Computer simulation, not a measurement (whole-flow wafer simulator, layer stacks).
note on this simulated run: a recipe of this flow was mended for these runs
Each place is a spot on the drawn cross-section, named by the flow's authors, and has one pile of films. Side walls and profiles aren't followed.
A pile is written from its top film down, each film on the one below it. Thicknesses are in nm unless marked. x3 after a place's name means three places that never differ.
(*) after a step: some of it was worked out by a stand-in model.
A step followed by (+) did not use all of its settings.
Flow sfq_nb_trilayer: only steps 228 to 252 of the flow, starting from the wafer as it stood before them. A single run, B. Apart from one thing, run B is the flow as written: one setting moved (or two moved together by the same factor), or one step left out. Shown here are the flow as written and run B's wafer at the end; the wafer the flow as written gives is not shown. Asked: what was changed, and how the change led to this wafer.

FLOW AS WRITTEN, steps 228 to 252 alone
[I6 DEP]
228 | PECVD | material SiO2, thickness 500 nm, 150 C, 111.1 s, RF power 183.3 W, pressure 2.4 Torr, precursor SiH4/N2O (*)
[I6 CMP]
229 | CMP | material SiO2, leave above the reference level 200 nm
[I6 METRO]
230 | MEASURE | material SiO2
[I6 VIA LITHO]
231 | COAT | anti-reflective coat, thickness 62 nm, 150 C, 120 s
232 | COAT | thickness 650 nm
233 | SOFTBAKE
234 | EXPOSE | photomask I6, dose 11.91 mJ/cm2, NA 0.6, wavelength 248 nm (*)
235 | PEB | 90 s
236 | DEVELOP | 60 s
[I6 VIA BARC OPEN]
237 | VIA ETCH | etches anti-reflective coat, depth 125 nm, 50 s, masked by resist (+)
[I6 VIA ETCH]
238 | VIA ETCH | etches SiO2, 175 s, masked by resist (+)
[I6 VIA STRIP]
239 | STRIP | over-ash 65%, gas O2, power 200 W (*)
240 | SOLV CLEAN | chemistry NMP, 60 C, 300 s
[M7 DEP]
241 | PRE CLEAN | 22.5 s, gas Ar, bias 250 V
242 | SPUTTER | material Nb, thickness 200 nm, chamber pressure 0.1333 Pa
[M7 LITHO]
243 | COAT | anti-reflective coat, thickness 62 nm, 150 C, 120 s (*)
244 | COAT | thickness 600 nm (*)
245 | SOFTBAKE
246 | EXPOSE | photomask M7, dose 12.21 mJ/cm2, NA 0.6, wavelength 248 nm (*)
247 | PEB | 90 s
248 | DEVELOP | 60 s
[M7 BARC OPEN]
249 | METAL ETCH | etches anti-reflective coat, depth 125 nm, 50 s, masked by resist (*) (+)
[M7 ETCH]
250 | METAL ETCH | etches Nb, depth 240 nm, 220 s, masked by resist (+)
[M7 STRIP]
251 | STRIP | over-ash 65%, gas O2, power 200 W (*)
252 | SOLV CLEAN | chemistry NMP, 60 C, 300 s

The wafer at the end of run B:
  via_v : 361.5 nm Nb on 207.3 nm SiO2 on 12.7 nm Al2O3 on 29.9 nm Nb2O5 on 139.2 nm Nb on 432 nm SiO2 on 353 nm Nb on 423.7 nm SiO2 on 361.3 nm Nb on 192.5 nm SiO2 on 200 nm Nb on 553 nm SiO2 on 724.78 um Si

What caused this: step 238, VIA ETCH: 130 s was run, though the flow has 175 s.

How this came from the change, step by step:
  238 | VIA ETCH | etches SiO2, 175 s, masked by resist (+)
      via_v: SiO2 loses 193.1 (as written it would have been: SiO2 loses 199.7 (all of it), Nb loses 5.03)
      field_l, v_sur, via_wl and 102 more: KrF-resist-other-grade loses 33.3 (as written it would have been: KrF-resist-other-grade loses 44.8)
  239 | STRIP | over-ash 65%, gas O2, power 200 W (*)
      field_l, v_sur, via_wl and 102 more: KrF-resist-other-grade loses 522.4 (all of it), anti-reflective coat loses 62 (all of it) (as written it would have been: KrF-resist-other-grade loses 510.8 (all of it), anti-reflective coat loses 62 (all of it))
  241 | PRE CLEAN | 22.5 s, gas Ar, bias 250 V
      via_v: SiO2 loses 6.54 (all of it), Nb loses 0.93 (as written it would have been: Nb loses 6.45)
